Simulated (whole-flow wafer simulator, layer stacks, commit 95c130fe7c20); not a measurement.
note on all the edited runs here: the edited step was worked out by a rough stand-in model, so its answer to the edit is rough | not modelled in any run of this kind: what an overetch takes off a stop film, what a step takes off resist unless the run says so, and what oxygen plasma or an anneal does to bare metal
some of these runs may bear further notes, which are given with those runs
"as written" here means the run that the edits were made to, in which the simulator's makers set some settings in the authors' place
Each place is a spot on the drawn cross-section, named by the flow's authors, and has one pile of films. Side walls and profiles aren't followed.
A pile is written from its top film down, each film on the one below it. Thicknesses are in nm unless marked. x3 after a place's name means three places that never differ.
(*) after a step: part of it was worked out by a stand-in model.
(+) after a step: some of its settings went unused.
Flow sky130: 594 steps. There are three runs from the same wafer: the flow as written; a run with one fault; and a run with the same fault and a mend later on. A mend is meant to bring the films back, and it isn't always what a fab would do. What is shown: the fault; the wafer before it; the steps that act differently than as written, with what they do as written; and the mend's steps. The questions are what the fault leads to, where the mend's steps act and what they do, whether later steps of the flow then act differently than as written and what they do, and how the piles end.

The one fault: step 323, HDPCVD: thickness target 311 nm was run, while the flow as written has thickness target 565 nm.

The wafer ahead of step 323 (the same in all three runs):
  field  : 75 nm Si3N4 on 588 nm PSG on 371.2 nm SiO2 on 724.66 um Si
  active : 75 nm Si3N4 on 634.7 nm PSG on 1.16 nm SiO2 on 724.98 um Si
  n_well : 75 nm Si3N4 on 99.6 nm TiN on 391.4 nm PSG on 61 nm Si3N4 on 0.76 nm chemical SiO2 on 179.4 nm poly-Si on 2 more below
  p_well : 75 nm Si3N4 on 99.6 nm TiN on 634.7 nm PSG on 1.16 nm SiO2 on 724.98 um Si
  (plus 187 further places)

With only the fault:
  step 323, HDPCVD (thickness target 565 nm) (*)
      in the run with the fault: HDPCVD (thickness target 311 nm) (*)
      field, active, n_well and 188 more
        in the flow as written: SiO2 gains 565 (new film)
        in the run with the fault: SiO2 gains 311 (new film)
  Steps further on in the flow that do not act as written (not shown: 29 more steps that differ only slightly, by at most 2% or 0.5 nm, whichever is larger):
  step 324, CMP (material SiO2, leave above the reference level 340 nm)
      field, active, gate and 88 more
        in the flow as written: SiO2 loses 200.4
        in the run with the fault: nothing
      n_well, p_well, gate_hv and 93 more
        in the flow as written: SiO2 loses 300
        in the run with the fault: SiO2 loses 46
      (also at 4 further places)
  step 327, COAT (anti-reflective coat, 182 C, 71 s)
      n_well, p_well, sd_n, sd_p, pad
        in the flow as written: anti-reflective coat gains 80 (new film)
        in the run with the fault: anti-reflective coat gains 26.7 (new film)
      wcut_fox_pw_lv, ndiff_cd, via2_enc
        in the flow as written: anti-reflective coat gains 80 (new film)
        in the run with the fault: anti-reflective coat gains 82.1 (new film)
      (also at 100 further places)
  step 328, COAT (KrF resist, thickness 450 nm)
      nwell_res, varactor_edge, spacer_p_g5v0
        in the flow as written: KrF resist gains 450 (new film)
        in the run with the fault: KrF resist gains 439.1 (new film)
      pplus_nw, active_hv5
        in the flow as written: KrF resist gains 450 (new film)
        in the run with the fault: KrF resist gains 437.5 (new film)
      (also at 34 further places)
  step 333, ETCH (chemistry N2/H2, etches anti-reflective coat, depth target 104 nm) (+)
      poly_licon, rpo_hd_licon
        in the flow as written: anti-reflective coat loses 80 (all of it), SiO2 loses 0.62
        in the run with the fault: anti-reflective coat loses 37.1 (all of it), SiO2 loses 1.71
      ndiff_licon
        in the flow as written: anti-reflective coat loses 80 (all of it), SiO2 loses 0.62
        in the run with the fault: anti-reflective coat loses 63.8 (all of it), SiO2 loses 1.03
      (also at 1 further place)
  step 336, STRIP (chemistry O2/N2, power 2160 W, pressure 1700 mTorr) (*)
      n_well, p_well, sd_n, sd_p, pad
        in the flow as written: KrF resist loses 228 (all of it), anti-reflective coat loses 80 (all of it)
        in the run with the fault: KrF resist loses 230.5 (all of it), anti-reflective coat loses 26.7 (all of it)
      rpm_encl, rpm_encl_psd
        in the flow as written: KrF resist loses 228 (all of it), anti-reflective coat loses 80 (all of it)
        in the run with the fault: KrF resist loses 219.1 (all of it), anti-reflective coat loses 93.7 (all of it)
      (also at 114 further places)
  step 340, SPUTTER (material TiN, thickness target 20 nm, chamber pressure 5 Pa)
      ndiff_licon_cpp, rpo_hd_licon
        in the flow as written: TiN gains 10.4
        in the run with the fault: TiN gains 11.3
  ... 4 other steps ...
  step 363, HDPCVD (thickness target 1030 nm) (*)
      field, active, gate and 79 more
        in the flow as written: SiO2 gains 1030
        in the run with the fault: SiO2 gains 1030 (new film)
  The piles end different from the flow's at field, active, gate and 90 more by more than 2% or 0.5 nm, whichever is larger.
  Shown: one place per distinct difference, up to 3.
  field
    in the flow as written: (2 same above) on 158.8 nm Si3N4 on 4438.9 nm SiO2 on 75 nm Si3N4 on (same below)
    in the run with the fault: (2 same above) on 158.8 nm Si3N4 on 4085.6 nm SiO2 on 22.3 nm W on 20 nm TiN on 311 nm SiO2 on 75 nm Si3N4 on (same below)
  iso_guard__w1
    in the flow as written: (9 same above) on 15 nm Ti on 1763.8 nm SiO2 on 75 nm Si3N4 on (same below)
    in the run with the fault: (9 same above) on 15 nm Ti on 1410.5 nm SiO2 on 22.3 nm W on 20 nm TiN on 311 nm SiO2 on 75 nm Si3N4 on (same below)
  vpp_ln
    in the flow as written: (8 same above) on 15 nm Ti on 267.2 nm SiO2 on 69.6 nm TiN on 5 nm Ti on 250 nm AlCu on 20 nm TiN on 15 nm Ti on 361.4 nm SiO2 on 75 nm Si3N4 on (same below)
    in the run with the fault: (8 same above) on 15 nm Ti on 267.8 nm SiO2 on 69.6 nm TiN on 5 nm Ti on 250 nm AlCu on 20 nm TiN on 15 nm Ti on 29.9 nm W on 20 nm TiN on 311 nm SiO2 on 75 nm Si3N4 on (same below)

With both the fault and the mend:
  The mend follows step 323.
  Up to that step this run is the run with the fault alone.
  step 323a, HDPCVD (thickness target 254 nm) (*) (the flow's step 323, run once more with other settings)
      field, active, n_well and 188 more
        SiO2 gains 254
  Later steps of the flow that are run all act as written at every place that is followed.
  By the end, the piles equal the flow's at every place that both follow.
